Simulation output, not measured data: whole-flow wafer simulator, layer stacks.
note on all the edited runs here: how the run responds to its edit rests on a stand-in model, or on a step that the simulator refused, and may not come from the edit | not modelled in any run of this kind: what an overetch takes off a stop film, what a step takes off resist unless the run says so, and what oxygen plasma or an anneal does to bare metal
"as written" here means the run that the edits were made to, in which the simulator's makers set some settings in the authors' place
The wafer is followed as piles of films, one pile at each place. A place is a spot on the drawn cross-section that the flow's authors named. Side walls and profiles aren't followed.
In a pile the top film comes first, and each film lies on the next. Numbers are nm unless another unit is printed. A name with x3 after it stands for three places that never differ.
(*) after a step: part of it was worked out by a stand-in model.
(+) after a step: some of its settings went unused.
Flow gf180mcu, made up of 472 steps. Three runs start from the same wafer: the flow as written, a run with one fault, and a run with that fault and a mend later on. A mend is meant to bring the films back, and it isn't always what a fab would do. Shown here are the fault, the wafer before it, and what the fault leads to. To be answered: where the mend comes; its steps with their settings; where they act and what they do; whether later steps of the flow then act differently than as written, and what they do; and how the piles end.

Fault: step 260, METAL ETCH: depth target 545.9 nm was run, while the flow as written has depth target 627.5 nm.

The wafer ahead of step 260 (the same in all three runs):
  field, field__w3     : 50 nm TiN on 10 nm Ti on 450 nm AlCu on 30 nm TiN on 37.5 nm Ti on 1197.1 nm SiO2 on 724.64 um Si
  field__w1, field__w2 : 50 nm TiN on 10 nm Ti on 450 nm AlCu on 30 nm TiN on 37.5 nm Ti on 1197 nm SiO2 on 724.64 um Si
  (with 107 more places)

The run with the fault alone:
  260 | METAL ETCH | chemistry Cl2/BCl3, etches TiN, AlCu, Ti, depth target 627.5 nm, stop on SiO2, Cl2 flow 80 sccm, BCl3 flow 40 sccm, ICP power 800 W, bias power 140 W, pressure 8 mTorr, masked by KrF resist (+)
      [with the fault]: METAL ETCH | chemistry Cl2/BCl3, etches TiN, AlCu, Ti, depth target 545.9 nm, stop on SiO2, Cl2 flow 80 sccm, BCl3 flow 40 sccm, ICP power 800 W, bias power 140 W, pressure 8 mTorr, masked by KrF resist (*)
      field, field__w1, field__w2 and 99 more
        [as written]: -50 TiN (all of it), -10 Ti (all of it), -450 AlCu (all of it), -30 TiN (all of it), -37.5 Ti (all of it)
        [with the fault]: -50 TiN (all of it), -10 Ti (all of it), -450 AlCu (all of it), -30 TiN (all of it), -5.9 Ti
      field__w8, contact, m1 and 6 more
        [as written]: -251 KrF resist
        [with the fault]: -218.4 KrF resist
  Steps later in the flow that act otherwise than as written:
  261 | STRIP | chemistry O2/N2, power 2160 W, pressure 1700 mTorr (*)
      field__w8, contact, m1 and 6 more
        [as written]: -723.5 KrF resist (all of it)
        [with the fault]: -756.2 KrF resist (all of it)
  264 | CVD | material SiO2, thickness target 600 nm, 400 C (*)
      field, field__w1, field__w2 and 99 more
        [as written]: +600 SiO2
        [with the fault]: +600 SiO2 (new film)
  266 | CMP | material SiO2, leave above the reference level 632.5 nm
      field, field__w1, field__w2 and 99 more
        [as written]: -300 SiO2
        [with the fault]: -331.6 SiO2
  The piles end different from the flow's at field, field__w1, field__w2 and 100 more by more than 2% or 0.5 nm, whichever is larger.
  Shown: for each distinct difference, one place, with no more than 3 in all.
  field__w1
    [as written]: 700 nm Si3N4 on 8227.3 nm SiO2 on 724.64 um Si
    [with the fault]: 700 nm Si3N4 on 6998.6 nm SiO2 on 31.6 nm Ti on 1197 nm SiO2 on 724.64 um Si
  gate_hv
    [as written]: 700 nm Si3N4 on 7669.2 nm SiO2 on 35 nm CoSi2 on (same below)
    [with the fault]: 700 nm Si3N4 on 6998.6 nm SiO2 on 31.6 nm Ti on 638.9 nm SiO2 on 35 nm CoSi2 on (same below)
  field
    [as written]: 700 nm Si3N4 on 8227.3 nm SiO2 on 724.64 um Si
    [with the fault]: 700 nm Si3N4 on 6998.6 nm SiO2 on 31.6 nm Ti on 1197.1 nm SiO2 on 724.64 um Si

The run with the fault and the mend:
  The mend follows step 262.
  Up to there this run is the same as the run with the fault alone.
  262a | DEHYDRATE | 200 C, 60 s (the flow's step 253, run once more)
      alters no film at any place that is followed
  262b | HMDS | 120 C, 60 s (the flow's step 254, run once more)
      alters no film at any place that is followed
  262c | COAT | KrF resist, thickness 1000 nm (*) (the flow's step 255, run once more)
      iso_ptap_pw, iso_ntap_nw, iso_nw_fld and 33 more
        +1000 KrF resist (new film)
      field__w7, field__w11, field__w13 and 10 more
        +1003.5 KrF resist (new film)
      field_sub__w4, ld_sd_p, ld_gate_p, ld_acc_p, ld_fp_p, ld_drift_p, ld_drn_p, ld_body_p_dnw
        +1003.1 KrF resist (new film)
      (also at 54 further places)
  262d | SOFTBAKE | KrF resist (the flow's step 256, run once more)
      alters no film at any place that is followed
  262e | EXPOSE | photomask Metal1 (the flow's step 257, run once more)
      alters no film at any place that is followed
  262f | PEB | KrF resist, 135 C, 90 s (the flow's step 258, run once more)
      field__w1, field__w2, field__w3 and 55 more
        -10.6 KrF resist
      iso_ptap_pw, iso_ntap_nw, iso_nw_fld and 33 more
        -10.5 KrF resist
      gate_hv, sd_p, nw_enc_fld_lv__w3
        -10.7 KrF resist
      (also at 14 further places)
  262g | DEVELOP | thickness 1000 nm, 60 s (the flow's step 259, run once more)
      iso_ptap_pw, iso_ntap_nw, iso_nw_fld and 33 more
        -989.5 KrF resist (all of it)
      field__w11, field__w13, p_well and 8 more
        -992.9 KrF resist (all of it)
      field__w2, field__w3, field__w7 and 6 more
        -993 KrF resist (all of it)
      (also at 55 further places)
  262h | METAL ETCH | chemistry Cl2/BCl3, etches TiN, AlCu, Ti, depth target 81.6 nm, stop on SiO2, Cl2 flow 80 sccm, BCl3 flow 40 sccm, ICP power 800 W, bias power 140 W, pressure 8 mTorr, masked by KrF resist (+) (the flow's step 260, run once more with other settings)
      field, field__w1, field__w2 and 99 more
        -31.6 Ti (all of it)
      field__w8, contact, m1 and 6 more
        -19 KrF resist
  262i | STRIP | chemistry O2/N2, power 2160 W, pressure 1700 mTorr (*) (the flow's step 261, run once more)
      field__w8
        -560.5 KrF resist (all of it)
      contact
        -558.4 KrF resist (all of it)
      m1
        -561.8 KrF resist (all of it)
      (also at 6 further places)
  262j | STRIP | chemistry post etch residue remover, 72.5 C, 1200 s (*) (the flow's step 262, run once more)
      field__w8, contact, m1 and 6 more
        -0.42 TiN
  None of the later steps of the flow differs from how it acts as written, at any place that is followed, by more than 2% or 0.5 nm, whichever is larger.
  When the end is reached, the piles differ only a little from the flow's at the places that both follow, at most by 2% or 0.5 nm, whichever is larger.
